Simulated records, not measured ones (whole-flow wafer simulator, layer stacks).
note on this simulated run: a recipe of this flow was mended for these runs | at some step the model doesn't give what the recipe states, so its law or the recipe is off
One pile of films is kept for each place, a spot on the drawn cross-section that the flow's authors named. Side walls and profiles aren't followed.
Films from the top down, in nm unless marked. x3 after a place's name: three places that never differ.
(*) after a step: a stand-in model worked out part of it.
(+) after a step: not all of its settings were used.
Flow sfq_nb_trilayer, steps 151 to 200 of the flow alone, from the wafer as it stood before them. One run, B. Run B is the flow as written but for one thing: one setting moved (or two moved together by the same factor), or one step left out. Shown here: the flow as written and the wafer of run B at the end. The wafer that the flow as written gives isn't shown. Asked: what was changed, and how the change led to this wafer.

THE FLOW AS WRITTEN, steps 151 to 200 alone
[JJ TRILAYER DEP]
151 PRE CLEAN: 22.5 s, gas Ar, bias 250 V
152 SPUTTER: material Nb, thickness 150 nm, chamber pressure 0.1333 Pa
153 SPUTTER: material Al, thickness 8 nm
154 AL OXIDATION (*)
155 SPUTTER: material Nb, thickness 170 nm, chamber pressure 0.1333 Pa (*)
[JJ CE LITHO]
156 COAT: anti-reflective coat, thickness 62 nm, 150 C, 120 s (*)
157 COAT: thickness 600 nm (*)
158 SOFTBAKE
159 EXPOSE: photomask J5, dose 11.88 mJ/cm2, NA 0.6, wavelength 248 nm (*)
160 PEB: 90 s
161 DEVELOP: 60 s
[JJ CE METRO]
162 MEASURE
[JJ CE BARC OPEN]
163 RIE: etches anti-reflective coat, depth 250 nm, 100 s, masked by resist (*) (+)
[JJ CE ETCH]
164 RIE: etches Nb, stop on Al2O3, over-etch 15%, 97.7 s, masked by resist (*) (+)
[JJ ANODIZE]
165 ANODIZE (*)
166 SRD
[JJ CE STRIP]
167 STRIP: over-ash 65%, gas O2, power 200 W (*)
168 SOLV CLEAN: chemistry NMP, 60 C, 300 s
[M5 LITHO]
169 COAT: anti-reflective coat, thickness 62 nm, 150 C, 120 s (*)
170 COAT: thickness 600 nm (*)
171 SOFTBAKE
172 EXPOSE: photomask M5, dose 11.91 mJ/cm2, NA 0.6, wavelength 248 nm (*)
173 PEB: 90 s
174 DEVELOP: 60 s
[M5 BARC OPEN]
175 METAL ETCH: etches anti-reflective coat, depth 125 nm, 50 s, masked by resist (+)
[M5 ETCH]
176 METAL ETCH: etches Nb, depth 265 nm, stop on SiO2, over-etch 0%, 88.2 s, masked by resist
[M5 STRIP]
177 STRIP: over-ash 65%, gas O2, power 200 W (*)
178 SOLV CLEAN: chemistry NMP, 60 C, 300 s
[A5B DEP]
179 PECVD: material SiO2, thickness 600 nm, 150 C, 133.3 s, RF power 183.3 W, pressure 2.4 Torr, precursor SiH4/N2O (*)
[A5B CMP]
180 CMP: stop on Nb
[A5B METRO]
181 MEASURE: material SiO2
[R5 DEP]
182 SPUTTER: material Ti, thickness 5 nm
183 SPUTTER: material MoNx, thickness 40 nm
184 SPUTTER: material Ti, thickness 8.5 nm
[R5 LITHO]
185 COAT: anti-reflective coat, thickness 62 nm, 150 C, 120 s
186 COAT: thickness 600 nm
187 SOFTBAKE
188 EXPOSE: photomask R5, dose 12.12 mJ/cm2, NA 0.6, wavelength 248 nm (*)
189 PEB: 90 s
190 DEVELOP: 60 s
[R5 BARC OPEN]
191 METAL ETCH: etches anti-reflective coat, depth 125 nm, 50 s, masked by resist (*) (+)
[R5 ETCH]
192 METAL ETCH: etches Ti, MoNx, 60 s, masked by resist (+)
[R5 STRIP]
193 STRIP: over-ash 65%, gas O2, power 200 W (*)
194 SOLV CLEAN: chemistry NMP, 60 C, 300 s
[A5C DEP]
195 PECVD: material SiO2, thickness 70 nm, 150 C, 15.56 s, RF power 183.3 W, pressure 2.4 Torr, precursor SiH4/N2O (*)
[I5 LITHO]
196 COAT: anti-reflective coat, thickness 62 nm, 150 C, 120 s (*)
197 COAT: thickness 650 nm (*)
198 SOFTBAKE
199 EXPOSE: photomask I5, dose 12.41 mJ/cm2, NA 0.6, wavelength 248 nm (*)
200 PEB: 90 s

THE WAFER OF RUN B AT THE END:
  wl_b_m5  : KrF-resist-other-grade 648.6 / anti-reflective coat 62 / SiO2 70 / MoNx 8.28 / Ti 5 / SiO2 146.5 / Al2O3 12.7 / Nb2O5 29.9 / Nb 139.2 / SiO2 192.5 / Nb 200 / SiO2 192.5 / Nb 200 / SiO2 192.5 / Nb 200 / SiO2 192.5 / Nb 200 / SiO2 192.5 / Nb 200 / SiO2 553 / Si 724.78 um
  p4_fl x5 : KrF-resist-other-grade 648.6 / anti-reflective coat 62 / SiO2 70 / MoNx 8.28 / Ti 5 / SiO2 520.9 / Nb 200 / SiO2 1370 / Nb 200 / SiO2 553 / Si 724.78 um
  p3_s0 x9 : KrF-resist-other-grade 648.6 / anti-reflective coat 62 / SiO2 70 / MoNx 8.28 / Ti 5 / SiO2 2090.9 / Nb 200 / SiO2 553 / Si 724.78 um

The cause: step 192, METAL ETCH: 38 s was run, where the flow has 60 s.

How the change led to this, step by step:
  192 METAL ETCH: etches Ti, MoNx, 60 s, masked by resist (+)
      field_l, v_sur, via_wl and 92 more: Ti -8.5 (all of it), MoNx -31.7 (as written it would be: Ti -8.5 (all of it), MoNx -40 (all of it), Ti -5 (all of it), SiO2 -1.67)
      ce_l, c5j, ce_r, wl_jj: Ti -8.5 (all of it), MoNx -31.7 (as written it would be: Ti -8.5 (all of it), MoNx -40 (all of it), Ti -5 (all of it), Nb -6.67)
      (and at 7 more places)
  195 PECVD: material SiO2, thickness 70 nm, 150 C, 15.56 s, RF power 183.3 W, pressure 2.4 Torr, precursor SiH4/N2O (*)
      field_l, v_sur, via_wl and 92 more: SiO2 +70 (new film) (as written it would be: SiO2 +70)
  196 COAT: anti-reflective coat, thickness 62 nm, 150 C, 120 s (*)
      r5r_line_l, r5r_line_c, r5r_line_r: anti-reflective coat +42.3 (new film) (as written it would be: anti-reflective coat +35.5 (new film))
      wl_j_sl, wl_j_sr: anti-reflective coat +62 (new film) (as written it would be: anti-reflective coat +60.5 (new film))
      (and at 12 more places)
Counting metal films that touch as one body, wl_b_m5 has 7 bodies (between them, from the top down: SiO2 146.5 / Al2O3 12.7 / Nb2O5 29.9; SiO2 192.5; SiO2 192.5; SiO2 192.5; SiO2 192.5; SiO2 192.5); the flow as written gives 6 bodies (between them, from the top down: SiO2 192.5; SiO2 192.5; SiO2 192.5; SiO2 192.5; SiO2 192.5).
Counting metal films that touch as one body, p4_fl x5 has 3 bodies (between them, from the top down: SiO2 520.9; SiO2 1370); the flow as written gives 2 bodies (between them, from the top down: SiO2 1370).
Counting metal films that touch as one body, p3_s0 x9 has 2 bodies (between them, from the top down: SiO2 2090.9); the flow as written gives 1 body.
